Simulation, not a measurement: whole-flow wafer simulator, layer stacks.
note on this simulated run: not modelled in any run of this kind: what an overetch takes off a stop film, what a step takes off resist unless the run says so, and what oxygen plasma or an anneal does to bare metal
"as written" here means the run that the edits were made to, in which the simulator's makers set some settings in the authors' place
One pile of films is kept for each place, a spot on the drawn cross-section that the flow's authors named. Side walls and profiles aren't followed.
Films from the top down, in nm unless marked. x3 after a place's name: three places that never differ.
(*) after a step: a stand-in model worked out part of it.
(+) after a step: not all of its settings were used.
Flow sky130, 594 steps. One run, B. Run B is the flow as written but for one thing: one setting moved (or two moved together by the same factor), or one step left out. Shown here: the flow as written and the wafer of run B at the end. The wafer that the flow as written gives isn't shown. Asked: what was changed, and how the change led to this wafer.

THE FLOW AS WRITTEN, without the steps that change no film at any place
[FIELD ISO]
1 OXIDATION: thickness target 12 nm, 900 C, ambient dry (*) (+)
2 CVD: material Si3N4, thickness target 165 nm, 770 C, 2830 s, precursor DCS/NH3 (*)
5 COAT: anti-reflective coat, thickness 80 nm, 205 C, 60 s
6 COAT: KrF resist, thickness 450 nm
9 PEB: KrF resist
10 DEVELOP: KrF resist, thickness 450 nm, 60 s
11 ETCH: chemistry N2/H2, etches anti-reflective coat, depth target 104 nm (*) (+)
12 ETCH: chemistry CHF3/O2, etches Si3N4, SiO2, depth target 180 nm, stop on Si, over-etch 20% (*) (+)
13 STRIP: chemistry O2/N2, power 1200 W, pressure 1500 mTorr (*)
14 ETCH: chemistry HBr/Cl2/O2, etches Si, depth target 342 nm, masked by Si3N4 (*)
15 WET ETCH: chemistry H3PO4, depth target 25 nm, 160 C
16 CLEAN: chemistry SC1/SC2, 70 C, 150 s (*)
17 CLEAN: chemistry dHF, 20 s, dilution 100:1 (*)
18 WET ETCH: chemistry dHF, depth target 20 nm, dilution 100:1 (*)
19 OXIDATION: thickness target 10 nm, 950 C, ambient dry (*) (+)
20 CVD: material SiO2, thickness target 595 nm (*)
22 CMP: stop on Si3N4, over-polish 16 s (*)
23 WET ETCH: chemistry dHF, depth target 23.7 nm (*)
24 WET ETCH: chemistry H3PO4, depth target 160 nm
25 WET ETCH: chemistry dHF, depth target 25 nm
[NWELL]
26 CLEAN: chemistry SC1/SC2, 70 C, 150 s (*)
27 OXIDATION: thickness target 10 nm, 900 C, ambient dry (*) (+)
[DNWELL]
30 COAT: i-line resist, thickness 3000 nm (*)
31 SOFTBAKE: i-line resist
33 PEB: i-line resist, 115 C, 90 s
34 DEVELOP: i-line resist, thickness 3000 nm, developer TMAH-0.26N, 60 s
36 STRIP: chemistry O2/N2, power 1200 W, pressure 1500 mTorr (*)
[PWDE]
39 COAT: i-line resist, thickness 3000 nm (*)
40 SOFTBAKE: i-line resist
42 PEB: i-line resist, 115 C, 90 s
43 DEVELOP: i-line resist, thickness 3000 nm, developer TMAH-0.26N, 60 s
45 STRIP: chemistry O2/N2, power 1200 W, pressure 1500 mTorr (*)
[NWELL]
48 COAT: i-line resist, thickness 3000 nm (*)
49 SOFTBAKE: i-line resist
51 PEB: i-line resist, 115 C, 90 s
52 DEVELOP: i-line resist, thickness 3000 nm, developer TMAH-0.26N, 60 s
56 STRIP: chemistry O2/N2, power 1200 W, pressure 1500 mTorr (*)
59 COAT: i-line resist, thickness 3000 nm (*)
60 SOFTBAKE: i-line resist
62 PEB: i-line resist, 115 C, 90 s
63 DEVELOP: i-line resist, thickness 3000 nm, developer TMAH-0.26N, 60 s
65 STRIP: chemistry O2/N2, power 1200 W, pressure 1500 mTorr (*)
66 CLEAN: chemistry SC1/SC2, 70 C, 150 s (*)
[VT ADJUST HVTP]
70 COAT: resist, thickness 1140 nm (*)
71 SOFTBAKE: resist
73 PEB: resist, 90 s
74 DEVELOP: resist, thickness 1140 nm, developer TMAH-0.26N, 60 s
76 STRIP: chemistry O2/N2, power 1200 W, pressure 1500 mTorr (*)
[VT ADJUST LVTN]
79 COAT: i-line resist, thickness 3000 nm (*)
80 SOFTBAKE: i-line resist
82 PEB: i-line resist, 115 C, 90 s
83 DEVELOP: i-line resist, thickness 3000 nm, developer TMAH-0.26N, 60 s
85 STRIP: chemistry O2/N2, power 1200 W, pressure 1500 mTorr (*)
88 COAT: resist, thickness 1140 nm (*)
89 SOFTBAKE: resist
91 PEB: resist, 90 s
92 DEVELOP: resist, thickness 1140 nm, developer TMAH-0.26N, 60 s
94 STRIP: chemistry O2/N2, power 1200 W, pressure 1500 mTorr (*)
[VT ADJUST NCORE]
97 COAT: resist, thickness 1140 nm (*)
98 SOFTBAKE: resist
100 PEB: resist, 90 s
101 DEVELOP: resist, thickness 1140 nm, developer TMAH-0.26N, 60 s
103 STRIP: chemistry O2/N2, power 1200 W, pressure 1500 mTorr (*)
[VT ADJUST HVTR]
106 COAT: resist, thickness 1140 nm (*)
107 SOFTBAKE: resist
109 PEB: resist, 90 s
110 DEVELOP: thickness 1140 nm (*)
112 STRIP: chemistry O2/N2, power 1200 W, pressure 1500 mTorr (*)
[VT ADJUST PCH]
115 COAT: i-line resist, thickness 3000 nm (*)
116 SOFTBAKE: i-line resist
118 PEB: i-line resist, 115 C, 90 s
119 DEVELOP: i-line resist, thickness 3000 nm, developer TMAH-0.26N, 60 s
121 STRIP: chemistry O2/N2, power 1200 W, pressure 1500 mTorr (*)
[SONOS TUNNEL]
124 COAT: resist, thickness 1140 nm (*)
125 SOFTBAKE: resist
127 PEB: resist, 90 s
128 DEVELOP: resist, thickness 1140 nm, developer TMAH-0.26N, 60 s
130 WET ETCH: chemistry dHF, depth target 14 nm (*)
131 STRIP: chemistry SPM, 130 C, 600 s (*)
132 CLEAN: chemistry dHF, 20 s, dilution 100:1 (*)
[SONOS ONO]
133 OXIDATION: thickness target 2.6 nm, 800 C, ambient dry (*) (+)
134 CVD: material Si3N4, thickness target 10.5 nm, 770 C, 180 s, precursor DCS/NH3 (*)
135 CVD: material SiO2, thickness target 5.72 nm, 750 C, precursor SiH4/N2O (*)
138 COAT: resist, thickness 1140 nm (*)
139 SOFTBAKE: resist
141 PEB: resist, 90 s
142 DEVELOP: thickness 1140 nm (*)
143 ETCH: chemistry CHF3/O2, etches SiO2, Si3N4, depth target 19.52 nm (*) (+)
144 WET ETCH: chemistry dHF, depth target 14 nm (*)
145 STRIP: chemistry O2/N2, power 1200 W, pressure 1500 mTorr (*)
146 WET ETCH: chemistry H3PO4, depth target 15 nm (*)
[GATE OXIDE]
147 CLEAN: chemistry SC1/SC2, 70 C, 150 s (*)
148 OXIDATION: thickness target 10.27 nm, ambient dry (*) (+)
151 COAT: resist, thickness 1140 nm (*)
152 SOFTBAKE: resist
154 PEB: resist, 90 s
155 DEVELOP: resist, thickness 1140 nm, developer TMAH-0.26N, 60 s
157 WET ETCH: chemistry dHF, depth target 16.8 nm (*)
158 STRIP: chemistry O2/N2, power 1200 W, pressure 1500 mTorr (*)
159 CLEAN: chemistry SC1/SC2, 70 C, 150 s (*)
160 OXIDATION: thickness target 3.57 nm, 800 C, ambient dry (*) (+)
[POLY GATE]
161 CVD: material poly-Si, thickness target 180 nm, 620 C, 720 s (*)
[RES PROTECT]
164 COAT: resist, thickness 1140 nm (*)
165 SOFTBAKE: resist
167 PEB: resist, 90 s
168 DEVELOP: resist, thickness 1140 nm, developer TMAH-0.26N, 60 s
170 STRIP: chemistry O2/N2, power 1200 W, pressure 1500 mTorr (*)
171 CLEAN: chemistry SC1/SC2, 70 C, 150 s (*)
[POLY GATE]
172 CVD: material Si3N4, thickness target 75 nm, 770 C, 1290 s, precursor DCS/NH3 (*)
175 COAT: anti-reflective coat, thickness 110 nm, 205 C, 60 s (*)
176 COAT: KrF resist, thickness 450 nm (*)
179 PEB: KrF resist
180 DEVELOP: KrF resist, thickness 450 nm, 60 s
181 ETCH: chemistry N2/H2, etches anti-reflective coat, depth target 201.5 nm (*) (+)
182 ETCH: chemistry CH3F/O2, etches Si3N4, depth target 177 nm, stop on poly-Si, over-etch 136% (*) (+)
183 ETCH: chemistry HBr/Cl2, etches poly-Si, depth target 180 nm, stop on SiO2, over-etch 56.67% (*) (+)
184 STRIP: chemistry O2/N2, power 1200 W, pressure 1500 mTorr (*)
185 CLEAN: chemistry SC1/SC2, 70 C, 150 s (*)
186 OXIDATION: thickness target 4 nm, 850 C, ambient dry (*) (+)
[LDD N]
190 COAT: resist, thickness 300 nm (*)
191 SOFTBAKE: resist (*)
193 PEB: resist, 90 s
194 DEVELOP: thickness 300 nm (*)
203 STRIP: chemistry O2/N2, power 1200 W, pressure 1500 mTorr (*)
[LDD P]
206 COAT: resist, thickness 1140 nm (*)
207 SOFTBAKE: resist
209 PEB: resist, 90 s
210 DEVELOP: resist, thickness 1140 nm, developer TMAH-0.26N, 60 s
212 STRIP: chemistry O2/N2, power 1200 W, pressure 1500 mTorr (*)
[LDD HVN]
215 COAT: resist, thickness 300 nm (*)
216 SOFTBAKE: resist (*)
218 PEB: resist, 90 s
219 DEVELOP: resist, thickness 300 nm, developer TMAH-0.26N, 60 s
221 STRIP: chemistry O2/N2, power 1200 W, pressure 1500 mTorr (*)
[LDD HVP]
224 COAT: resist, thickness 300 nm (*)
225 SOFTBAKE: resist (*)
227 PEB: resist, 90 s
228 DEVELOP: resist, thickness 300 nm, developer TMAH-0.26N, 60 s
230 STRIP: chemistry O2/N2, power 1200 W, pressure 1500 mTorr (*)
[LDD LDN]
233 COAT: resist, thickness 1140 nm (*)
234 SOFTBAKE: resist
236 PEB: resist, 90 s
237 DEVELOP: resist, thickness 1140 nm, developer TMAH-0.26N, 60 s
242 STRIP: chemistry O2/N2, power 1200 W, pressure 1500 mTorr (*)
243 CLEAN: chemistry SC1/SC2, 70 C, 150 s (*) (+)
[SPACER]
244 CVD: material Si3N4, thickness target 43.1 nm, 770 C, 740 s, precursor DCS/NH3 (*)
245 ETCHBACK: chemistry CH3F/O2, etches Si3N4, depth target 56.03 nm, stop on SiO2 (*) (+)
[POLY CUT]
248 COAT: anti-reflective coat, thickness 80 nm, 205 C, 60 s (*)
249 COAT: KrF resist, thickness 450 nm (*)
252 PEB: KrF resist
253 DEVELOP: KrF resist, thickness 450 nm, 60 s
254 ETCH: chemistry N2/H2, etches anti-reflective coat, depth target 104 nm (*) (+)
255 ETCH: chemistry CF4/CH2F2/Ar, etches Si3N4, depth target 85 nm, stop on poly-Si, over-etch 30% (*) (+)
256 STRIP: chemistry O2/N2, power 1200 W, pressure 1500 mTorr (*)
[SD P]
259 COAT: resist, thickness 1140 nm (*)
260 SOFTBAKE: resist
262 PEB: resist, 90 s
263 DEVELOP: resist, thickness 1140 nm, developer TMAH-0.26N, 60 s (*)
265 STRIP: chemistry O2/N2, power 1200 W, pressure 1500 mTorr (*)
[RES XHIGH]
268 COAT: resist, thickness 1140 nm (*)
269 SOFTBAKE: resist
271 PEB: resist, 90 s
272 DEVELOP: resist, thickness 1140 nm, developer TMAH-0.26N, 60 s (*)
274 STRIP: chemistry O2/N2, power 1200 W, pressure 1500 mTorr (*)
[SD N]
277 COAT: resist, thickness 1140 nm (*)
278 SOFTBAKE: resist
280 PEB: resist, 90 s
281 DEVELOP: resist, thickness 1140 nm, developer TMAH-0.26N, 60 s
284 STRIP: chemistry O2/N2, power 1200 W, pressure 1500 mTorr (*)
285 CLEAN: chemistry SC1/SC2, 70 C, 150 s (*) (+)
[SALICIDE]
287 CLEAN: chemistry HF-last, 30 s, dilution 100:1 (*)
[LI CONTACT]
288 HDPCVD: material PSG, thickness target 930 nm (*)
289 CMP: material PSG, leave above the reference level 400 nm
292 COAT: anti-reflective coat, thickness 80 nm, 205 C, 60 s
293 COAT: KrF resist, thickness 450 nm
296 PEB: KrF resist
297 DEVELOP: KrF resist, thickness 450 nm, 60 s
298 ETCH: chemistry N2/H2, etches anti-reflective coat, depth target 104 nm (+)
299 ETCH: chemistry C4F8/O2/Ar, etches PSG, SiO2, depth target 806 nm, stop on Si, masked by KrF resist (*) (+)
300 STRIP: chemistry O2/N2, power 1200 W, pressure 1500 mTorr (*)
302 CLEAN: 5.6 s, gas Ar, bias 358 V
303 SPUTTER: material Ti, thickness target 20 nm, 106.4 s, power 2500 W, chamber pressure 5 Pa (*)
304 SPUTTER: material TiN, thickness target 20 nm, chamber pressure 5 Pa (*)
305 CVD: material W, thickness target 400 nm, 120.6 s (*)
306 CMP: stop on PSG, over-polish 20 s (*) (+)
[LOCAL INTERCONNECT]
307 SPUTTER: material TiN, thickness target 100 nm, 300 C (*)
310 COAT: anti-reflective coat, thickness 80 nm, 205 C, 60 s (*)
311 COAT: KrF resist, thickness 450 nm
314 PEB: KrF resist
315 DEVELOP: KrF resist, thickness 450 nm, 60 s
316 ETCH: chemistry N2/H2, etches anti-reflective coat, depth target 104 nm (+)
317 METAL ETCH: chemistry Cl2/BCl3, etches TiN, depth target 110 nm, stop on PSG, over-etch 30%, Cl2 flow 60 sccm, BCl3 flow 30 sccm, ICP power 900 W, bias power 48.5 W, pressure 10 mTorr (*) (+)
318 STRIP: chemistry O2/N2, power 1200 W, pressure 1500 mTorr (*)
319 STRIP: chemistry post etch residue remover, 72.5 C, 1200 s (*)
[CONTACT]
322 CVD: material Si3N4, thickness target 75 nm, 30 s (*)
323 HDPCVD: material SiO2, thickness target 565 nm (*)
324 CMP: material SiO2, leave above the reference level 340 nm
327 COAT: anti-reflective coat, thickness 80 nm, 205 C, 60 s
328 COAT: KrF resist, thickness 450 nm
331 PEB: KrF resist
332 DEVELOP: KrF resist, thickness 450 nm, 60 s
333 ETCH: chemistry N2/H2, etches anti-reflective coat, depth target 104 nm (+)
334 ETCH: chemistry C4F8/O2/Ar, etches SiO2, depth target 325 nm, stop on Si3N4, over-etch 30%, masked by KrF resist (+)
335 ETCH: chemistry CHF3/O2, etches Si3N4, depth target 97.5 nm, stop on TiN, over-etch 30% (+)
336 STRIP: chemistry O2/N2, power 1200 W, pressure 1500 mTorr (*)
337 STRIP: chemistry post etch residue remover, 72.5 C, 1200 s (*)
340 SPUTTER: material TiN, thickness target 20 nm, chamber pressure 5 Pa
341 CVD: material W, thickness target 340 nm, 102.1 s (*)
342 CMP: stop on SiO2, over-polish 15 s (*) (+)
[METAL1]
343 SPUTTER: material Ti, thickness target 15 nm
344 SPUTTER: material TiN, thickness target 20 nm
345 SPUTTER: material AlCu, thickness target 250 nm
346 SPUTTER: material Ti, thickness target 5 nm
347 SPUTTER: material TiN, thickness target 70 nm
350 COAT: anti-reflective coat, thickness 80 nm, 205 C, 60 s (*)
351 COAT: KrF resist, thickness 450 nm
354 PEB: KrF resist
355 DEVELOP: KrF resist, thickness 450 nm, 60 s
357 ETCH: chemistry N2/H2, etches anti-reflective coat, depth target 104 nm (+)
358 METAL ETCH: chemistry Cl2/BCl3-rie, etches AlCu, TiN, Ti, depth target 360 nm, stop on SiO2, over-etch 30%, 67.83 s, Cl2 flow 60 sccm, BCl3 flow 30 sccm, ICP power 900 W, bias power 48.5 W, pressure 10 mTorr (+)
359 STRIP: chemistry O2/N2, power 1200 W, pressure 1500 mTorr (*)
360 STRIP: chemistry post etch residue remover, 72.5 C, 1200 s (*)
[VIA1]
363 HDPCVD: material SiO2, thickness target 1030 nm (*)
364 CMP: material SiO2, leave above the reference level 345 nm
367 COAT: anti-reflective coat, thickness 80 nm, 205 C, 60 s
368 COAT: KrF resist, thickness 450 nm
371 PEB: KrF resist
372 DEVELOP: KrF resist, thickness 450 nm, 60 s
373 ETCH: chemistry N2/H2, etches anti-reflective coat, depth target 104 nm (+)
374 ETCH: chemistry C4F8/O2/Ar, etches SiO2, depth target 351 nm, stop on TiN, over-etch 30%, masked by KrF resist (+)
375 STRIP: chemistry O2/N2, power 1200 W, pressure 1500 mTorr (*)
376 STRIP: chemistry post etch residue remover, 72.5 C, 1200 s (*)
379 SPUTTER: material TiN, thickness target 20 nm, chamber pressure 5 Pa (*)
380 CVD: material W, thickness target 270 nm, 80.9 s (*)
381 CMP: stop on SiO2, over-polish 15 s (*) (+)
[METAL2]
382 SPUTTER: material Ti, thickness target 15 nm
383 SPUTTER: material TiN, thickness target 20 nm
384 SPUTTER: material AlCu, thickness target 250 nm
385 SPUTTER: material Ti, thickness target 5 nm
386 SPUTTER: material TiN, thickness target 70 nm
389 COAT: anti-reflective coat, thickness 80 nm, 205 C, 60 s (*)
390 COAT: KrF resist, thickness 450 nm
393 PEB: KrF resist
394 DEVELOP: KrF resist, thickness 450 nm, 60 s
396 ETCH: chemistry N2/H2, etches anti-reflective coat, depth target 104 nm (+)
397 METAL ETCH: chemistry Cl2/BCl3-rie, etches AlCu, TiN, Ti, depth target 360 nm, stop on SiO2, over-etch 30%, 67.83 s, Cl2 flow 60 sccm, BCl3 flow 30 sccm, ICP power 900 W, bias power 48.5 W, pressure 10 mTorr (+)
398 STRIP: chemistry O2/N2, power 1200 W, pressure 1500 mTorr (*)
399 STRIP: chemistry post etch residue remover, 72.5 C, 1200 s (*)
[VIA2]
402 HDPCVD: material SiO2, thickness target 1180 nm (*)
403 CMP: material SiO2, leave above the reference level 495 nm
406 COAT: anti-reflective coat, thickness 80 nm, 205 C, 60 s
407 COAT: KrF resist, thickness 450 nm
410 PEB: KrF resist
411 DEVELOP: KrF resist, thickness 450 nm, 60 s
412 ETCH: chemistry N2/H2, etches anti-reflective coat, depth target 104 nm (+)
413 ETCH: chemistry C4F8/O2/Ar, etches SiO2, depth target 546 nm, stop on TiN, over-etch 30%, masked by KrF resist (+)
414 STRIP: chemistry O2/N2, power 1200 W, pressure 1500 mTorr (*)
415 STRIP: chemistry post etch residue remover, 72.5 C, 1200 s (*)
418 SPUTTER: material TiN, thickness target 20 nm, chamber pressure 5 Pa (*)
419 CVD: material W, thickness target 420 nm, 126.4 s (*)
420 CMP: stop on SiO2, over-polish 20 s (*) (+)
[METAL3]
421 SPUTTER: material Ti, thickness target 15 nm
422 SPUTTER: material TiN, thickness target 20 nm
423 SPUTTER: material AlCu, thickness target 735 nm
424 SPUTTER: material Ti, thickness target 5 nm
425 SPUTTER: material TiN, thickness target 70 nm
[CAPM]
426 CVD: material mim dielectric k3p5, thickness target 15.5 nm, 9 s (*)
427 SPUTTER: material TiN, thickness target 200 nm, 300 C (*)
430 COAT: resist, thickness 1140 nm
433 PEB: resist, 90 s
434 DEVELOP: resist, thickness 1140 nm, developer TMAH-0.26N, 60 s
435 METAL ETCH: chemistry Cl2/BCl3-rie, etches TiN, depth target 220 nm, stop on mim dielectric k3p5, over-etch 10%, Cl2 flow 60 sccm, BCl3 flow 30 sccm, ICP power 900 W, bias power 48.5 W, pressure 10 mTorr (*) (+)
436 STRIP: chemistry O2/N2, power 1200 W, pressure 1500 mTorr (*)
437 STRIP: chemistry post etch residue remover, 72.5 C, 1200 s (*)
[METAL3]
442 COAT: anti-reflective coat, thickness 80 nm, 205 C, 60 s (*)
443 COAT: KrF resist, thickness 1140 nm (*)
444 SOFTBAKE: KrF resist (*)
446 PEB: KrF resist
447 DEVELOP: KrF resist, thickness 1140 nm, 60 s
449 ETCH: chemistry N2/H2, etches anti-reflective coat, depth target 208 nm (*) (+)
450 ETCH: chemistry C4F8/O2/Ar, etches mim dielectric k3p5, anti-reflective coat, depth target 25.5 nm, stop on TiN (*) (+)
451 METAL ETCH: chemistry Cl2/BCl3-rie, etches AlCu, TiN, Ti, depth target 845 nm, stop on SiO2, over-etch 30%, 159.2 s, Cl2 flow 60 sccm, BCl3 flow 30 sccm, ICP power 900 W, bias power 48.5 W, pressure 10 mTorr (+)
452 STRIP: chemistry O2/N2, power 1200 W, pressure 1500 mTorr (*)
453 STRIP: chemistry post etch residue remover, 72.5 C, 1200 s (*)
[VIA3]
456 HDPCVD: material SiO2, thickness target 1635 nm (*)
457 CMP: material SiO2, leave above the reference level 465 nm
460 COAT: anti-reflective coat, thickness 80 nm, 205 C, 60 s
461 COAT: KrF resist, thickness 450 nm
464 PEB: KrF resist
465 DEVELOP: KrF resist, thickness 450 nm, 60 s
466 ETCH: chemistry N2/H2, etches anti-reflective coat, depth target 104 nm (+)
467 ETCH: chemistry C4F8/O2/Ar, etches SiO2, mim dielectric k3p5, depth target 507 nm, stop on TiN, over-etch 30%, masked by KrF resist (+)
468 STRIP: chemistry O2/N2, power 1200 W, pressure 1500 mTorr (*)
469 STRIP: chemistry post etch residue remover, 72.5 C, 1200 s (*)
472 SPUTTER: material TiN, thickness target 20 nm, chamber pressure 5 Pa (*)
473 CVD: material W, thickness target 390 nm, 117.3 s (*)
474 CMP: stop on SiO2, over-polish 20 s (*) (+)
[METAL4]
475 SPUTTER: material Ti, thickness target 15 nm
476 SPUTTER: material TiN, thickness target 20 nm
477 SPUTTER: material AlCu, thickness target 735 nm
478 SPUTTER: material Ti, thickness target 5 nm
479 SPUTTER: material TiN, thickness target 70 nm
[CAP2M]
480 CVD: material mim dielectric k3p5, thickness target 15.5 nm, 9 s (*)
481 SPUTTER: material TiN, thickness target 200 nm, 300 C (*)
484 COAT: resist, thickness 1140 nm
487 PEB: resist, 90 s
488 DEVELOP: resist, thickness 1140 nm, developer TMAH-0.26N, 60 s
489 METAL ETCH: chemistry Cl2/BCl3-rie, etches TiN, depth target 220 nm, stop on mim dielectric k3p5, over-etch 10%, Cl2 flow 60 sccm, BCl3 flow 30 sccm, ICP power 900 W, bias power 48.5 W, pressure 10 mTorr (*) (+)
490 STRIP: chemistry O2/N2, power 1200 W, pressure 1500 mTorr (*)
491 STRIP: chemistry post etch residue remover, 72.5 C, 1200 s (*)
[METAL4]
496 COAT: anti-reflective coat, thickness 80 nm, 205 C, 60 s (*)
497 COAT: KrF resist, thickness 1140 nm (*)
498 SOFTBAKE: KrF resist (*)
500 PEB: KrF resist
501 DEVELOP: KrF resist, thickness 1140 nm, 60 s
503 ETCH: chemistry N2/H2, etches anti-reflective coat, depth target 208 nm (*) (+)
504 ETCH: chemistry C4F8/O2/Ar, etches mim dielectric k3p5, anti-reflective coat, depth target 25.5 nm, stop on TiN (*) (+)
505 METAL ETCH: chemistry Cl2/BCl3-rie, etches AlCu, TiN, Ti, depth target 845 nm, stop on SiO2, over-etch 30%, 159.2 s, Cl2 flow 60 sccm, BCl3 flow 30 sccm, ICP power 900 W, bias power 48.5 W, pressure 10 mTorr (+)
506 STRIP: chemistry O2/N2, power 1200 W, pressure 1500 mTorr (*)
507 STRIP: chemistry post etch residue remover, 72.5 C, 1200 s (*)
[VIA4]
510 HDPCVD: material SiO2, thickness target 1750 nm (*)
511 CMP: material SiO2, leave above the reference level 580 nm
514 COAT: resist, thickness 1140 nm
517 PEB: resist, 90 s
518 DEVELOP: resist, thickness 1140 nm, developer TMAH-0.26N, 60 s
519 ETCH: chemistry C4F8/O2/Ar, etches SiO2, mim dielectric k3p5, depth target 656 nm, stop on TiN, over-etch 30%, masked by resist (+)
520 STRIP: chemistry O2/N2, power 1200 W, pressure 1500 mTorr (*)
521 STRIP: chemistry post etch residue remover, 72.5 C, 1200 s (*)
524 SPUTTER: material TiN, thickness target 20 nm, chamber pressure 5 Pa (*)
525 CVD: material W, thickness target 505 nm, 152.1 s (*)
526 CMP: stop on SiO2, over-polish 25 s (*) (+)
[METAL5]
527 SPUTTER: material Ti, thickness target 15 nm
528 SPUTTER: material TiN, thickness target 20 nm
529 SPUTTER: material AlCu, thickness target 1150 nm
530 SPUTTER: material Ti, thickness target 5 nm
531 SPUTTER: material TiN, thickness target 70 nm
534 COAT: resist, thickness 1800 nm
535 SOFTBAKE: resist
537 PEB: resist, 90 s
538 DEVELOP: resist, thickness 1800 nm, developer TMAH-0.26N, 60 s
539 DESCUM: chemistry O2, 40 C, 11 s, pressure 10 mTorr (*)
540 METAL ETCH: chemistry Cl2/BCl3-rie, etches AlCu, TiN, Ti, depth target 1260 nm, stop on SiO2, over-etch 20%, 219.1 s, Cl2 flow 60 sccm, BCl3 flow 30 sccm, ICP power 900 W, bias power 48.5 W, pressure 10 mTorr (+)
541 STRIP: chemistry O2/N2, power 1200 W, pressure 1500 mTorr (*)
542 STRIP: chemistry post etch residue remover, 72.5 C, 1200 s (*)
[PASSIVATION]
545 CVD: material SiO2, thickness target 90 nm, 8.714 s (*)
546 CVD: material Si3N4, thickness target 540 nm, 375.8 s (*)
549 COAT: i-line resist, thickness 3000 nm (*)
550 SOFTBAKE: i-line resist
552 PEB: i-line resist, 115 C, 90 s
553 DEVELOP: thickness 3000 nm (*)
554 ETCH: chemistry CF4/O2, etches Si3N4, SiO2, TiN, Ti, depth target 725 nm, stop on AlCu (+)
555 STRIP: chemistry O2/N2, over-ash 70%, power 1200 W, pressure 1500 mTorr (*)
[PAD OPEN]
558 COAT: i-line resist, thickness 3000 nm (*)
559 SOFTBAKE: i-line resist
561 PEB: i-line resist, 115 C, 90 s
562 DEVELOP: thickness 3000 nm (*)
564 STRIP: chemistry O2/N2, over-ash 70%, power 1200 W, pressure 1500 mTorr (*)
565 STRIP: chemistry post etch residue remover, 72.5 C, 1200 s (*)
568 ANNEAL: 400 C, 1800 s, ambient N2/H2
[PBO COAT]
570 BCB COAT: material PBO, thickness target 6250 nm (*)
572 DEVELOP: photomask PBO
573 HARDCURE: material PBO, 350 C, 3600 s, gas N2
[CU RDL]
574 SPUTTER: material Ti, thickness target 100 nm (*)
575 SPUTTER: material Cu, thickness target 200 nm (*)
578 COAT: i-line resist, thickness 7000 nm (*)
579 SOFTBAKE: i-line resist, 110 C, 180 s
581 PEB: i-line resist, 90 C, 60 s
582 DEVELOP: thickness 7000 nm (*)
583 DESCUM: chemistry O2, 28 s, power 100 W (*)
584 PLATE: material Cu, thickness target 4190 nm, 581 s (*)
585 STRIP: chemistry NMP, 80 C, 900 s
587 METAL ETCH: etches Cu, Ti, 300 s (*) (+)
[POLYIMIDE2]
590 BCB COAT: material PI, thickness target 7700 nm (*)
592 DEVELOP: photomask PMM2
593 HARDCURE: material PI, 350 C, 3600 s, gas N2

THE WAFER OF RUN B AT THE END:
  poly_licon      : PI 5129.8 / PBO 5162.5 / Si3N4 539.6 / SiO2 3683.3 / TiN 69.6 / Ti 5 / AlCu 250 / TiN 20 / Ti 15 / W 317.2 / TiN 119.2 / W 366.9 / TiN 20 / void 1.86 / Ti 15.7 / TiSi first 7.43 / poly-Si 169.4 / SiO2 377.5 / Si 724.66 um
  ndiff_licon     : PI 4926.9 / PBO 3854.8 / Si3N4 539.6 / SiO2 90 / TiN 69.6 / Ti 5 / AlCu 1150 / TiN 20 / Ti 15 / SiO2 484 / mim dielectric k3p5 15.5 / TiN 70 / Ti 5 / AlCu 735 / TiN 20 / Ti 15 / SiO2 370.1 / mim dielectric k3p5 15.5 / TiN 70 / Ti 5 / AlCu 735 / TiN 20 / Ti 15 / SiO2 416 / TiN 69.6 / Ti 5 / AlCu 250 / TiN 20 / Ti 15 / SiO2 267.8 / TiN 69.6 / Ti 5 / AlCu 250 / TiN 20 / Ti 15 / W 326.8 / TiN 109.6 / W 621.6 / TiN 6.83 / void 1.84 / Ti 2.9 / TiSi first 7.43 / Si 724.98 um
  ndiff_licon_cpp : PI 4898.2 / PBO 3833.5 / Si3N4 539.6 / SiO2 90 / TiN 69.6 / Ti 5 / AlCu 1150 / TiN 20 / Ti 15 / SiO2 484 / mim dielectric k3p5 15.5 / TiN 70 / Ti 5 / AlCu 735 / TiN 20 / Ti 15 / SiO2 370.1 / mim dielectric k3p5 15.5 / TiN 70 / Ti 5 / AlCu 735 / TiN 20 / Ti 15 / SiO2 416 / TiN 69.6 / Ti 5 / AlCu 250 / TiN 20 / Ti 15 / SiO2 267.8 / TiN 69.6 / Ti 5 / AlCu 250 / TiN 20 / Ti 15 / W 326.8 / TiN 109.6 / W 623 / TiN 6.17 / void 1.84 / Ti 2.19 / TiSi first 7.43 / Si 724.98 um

The cause: step 568, ANNEAL: 2520 s was run, where the flow has 1800 s.

How the change led to this, step by step:
  568 ANNEAL: 400 C, 1800 s, ambient N2/H2
      poly_licon, rpo_hd_licon: under 11 films: void +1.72 (new film), Ti -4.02, TiSi first +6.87 (new film), poly-Si -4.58 (as written it would be: under 11 films: void +1.54 (new film), Ti -3.59, TiSi first +6.13 (new film), poly-Si -4.08)
      ndiff_licon, ndiff_licon_cpp: under 37 films: void +1.7 (new film), Ti -4.02, TiSi first +6.87 (new film), Si -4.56 (as written it would be: under 37 films: void +1.52 (new film), Ti -3.59, TiSi first +6.13 (new film), Si -4.07)
